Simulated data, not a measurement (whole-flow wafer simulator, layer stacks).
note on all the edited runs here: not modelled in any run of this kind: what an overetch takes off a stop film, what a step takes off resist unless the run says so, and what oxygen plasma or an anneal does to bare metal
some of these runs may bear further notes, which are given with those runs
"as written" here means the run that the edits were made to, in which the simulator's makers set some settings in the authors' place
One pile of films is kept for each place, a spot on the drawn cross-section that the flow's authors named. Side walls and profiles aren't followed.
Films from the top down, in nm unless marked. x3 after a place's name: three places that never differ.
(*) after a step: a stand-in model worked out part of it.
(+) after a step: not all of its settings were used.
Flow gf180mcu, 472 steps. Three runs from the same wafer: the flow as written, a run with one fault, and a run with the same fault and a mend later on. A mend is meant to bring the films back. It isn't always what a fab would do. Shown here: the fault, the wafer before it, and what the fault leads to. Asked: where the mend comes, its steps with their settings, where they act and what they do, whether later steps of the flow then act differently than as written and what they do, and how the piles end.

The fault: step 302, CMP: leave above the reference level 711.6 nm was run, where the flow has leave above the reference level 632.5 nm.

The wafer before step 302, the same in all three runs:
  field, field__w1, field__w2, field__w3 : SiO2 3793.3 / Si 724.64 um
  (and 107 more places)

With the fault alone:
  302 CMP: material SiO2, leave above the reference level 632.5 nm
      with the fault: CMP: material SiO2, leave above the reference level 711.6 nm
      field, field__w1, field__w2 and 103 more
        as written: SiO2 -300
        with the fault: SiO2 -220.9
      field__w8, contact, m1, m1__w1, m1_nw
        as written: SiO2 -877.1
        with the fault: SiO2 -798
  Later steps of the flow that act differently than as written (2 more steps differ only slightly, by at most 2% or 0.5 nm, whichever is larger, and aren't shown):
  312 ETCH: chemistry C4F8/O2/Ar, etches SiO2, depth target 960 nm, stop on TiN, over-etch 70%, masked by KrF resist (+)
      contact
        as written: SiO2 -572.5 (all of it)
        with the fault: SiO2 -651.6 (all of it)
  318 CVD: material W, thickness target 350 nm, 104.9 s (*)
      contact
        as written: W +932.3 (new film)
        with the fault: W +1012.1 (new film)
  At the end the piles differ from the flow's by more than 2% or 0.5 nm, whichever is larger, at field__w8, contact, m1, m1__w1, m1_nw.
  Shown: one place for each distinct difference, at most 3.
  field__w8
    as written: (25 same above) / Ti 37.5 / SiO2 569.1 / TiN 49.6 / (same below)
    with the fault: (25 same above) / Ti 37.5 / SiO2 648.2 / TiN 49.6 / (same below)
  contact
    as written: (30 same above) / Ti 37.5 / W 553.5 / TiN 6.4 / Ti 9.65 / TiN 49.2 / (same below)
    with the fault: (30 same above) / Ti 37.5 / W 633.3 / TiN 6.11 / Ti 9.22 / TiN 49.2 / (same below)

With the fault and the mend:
  The mend comes after step 310.
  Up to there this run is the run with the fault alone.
  310a STRIP: chemistry O2/N2, power 2160 W, pressure 1700 mTorr (*)
      field, field__w1, field__w2 and 107 more
        KrF resist -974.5 (all of it), anti-reflective coat -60 (all of it)
      contact
        anti-reflective coat -60 (all of it)
  310b CMP: material SiO2, leave above the reference level 632.5 nm (the flow's step 302 once more)
      field, field__w1, field__w2 and 108 more
        SiO2 -79.1
  310c HMDS: 120 C, 60 s (the flow's step 304 once more)
      changes no film at any place that is followed
  310d COAT: anti-reflective coat, thickness 60 nm, 182 C, 71 s (the flow's step 305 once more)
      field, field__w1, field__w2 and 108 more
        anti-reflective coat +60 (new film)
  310e COAT: KrF resist, thickness 1000 nm (the flow's step 306 once more)
      field, field__w1, field__w2 and 108 more
        KrF resist +1000 (new film)
  310f SOFTBAKE: KrF resist (the flow's step 307 once more)
      changes no film at any place that is followed
  310g EXPOSE: photomask Via2 (the flow's step 308 once more)
      changes no film at any place that is followed
  310h PEB: KrF resist, 135 C, 90 s (the flow's step 309 once more)
      field, field__w1, field__w2 and 108 more
        KrF resist -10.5
  310i DEVELOP: KrF resist, thickness 1000 nm, 60 s (the flow's step 310 once more)
      field, field__w1, field__w2 and 107 more
        KrF resist -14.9
      contact
        KrF resist -989.5 (all of it)
  No later step of the flow acts differently than as written at any place that is followed.
  At the end the piles are the same as the flow's at every place that both follow.
